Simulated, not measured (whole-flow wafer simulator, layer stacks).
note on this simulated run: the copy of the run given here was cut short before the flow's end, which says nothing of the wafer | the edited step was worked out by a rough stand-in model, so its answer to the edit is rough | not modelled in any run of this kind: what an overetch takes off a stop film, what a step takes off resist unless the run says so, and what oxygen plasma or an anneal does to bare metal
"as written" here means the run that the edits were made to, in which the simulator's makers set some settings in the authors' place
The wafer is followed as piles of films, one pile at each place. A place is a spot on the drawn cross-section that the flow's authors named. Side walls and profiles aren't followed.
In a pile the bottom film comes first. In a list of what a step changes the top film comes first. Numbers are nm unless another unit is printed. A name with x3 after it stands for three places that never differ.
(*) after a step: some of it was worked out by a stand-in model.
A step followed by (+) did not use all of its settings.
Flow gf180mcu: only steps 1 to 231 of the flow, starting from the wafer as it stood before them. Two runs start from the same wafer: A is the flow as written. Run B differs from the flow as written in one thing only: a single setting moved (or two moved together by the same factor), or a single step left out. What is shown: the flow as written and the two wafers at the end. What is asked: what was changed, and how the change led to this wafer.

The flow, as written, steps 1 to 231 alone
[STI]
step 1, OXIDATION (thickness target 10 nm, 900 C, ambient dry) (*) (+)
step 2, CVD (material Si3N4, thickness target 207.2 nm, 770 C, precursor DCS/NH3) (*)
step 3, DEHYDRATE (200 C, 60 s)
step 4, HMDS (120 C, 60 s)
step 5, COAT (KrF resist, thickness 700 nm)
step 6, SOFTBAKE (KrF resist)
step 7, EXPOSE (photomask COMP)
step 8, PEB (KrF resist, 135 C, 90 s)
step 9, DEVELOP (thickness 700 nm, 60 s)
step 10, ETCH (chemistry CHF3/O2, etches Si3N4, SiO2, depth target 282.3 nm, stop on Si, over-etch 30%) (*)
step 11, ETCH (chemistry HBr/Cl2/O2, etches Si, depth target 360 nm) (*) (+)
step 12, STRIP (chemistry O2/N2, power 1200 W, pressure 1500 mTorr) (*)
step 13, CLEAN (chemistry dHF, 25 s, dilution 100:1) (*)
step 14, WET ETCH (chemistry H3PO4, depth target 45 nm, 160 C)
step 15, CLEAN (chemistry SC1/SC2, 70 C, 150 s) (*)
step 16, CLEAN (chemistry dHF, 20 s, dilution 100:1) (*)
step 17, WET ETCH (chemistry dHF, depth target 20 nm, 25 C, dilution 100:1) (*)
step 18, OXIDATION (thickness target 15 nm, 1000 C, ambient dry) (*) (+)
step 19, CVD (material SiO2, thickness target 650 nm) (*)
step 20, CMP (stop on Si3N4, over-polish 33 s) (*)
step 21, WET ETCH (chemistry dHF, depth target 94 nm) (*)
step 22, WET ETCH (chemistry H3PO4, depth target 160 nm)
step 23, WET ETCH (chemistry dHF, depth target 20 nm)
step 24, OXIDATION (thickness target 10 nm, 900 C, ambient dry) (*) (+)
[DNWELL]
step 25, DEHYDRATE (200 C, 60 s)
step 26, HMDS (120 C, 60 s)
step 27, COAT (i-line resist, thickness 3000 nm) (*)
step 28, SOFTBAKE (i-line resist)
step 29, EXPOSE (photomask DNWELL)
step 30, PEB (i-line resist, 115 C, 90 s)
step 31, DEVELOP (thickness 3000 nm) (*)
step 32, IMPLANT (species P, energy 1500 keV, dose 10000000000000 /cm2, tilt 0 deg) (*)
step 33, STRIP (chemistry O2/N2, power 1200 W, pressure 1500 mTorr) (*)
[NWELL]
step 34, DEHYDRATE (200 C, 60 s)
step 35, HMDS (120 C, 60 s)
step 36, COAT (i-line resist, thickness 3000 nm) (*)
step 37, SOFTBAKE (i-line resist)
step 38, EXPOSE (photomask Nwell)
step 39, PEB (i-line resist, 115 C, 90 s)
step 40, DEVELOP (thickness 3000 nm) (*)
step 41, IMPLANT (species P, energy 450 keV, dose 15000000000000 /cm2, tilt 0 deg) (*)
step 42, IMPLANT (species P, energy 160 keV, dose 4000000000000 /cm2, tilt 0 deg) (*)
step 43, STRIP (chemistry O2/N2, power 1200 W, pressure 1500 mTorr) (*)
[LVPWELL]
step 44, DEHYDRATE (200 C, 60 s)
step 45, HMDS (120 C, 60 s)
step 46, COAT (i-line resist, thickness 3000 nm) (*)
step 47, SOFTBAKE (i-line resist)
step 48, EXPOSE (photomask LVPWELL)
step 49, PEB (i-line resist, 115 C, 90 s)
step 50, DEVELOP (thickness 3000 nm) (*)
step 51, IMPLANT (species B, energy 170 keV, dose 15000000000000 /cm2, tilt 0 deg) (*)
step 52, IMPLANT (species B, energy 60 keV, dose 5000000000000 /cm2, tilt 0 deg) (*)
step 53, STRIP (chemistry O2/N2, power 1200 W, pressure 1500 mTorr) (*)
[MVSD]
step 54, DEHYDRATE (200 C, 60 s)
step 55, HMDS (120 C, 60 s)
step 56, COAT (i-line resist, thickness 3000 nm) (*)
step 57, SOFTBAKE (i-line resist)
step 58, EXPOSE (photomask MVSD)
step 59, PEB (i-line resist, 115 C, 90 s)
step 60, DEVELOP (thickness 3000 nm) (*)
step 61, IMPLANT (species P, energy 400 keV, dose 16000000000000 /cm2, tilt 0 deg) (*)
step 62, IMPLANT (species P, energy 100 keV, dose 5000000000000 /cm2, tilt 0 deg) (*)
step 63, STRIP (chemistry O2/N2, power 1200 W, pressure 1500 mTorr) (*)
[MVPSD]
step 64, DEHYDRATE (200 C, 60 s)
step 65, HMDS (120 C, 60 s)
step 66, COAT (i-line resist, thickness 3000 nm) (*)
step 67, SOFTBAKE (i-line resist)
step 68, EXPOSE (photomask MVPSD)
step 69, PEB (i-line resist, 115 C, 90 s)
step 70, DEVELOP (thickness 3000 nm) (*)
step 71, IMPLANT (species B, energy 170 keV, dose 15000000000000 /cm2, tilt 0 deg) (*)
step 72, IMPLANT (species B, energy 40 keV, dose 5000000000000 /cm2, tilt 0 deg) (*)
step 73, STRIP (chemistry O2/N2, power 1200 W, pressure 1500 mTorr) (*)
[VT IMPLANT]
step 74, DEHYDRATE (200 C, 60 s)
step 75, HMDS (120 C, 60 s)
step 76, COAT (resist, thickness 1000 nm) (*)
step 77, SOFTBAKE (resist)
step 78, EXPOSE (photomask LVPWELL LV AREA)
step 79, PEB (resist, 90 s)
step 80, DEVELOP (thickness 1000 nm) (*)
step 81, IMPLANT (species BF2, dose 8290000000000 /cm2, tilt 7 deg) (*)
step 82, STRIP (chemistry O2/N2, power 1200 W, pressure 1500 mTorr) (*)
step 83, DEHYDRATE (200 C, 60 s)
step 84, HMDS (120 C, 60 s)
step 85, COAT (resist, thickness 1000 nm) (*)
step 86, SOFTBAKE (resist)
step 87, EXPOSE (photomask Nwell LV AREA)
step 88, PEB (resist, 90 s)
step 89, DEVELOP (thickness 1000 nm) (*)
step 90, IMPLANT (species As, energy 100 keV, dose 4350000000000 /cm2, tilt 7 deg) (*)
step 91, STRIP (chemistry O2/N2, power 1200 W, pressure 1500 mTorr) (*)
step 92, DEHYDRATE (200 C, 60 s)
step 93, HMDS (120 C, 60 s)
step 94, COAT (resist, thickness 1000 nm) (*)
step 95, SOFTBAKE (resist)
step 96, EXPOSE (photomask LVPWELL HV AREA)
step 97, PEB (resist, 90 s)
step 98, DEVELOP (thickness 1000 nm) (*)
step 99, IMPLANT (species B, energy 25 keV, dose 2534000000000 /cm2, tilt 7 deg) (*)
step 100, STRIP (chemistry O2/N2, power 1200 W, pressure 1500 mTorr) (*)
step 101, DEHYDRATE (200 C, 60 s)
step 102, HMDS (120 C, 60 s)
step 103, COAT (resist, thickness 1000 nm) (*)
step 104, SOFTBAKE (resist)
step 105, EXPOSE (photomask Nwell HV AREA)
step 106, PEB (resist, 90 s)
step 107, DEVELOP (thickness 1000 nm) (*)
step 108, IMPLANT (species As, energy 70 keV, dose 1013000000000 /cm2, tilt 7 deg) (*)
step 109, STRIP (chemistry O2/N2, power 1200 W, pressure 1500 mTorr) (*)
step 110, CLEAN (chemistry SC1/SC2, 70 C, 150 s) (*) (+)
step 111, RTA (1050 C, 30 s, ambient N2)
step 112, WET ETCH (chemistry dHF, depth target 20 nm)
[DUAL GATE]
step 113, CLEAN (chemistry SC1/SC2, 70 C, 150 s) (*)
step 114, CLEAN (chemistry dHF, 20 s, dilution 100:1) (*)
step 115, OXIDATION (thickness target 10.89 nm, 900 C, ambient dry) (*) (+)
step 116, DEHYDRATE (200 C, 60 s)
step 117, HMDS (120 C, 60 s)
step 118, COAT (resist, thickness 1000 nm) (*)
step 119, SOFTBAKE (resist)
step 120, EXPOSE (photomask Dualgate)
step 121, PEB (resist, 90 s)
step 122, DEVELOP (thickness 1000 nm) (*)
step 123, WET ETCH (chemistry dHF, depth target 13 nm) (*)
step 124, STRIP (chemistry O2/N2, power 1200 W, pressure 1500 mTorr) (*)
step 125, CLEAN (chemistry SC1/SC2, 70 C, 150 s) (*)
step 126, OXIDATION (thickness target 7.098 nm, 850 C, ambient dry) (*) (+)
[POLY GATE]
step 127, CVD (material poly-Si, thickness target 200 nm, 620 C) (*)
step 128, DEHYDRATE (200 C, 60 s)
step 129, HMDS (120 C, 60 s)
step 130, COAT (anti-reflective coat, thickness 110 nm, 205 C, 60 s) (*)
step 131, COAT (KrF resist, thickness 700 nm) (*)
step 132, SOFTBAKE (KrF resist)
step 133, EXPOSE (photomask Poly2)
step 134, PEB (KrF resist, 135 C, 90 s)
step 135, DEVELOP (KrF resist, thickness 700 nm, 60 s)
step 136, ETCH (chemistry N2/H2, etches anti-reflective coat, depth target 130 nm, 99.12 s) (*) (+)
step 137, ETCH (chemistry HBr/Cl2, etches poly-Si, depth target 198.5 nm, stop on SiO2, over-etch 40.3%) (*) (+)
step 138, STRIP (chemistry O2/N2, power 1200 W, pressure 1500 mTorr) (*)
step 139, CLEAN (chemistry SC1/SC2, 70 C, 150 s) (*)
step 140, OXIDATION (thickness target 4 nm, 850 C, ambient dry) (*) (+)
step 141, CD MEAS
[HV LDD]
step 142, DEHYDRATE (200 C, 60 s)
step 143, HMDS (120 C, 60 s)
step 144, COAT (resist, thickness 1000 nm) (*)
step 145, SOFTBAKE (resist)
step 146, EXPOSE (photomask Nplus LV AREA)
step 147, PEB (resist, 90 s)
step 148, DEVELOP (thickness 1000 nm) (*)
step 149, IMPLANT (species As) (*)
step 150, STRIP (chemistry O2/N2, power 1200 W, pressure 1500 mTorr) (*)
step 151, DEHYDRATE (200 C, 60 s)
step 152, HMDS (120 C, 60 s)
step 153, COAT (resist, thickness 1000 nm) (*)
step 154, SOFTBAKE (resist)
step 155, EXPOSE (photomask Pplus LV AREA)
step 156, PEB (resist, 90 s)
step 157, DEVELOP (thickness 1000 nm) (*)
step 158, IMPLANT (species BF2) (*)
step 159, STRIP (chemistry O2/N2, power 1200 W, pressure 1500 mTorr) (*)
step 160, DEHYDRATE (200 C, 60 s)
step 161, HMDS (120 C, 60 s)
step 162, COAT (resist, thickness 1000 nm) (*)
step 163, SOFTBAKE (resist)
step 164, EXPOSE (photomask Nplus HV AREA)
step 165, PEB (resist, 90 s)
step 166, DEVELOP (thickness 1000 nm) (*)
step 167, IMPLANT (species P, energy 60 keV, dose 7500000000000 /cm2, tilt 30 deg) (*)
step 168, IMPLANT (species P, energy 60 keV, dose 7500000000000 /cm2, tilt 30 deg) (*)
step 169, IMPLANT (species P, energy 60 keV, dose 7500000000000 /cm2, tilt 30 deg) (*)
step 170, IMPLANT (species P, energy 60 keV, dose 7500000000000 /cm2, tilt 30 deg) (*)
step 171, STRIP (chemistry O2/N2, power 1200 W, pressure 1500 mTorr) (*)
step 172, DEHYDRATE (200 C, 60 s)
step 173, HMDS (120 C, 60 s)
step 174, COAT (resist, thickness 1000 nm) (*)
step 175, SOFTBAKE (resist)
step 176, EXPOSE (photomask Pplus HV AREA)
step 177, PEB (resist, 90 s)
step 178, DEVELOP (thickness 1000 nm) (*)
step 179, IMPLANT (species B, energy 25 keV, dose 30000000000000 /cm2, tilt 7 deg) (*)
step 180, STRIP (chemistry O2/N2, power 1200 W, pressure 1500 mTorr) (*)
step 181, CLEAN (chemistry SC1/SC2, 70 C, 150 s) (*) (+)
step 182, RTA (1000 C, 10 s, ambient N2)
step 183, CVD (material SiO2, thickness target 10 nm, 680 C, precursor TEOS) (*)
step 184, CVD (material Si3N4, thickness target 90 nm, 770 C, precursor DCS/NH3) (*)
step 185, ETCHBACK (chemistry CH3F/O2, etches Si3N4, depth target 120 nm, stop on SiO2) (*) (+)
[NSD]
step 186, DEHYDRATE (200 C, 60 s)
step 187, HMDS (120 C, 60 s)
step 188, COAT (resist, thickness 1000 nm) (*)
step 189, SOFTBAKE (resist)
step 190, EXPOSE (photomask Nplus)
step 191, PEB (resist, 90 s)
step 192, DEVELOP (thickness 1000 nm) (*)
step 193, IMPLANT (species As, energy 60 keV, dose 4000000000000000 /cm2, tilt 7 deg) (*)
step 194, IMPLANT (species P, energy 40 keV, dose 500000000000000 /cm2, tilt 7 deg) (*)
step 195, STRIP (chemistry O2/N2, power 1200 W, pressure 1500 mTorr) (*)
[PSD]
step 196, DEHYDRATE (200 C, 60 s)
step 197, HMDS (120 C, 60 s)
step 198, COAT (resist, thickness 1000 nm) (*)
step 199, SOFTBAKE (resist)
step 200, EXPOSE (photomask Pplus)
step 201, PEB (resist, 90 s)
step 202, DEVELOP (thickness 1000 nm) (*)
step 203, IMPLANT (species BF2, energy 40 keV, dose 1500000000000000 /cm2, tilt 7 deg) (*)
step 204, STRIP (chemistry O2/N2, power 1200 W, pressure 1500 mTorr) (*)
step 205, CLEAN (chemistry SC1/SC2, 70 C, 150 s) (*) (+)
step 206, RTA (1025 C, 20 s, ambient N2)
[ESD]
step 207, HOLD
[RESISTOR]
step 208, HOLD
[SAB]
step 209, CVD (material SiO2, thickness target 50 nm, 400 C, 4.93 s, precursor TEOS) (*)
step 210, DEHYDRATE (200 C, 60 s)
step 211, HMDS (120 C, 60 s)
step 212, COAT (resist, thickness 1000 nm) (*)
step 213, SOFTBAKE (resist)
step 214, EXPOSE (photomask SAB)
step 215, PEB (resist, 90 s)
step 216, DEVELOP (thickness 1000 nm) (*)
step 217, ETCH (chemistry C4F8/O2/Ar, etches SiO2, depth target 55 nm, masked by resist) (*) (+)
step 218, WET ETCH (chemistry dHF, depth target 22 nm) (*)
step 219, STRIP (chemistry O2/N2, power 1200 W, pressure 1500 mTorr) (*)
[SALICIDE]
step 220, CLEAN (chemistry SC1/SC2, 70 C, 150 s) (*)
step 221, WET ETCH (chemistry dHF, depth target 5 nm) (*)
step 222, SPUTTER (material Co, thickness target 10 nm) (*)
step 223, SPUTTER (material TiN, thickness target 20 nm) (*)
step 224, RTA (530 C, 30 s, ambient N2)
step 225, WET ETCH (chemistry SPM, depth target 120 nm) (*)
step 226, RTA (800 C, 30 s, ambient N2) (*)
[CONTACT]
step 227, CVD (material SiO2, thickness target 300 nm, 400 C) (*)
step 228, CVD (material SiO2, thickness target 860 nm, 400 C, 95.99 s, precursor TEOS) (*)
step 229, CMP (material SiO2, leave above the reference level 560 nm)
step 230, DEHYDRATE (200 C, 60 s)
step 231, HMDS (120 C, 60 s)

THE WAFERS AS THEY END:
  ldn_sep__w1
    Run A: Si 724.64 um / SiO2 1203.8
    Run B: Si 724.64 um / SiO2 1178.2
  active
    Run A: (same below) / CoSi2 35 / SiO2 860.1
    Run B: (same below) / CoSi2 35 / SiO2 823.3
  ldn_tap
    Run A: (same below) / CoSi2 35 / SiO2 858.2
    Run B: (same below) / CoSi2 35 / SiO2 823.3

What caused this: step 228, CVD: 57.6 s was run, while the flow as written has 95.99 s.

How this came from the change, step by step:
  step 228, CVD (material SiO2, thickness target 860 nm, 400 C, 95.99 s, precursor TEOS) (*)
      field, field__w7, field__w8 and 70 more: A +860 SiO2 | B +523.3 SiO2
      field_sub, field_sub__w2: A +835.4 SiO2 | B +509.4 SiO2
      (as well as at 36 more places)
  step 229, CMP (material SiO2, leave above the reference level 560 nm)
      ldn_sep__w1, ldn_sep__w2, ldn_dft and 8 more: A -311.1 SiO2 | B nothing
      active, p_well, sd_n, iso_ptap_pw, iso_ntap_nw, iso_ptap_sub, vpnp_e: A -299.9 SiO2 | B nothing
      (as well as at 93 more places)
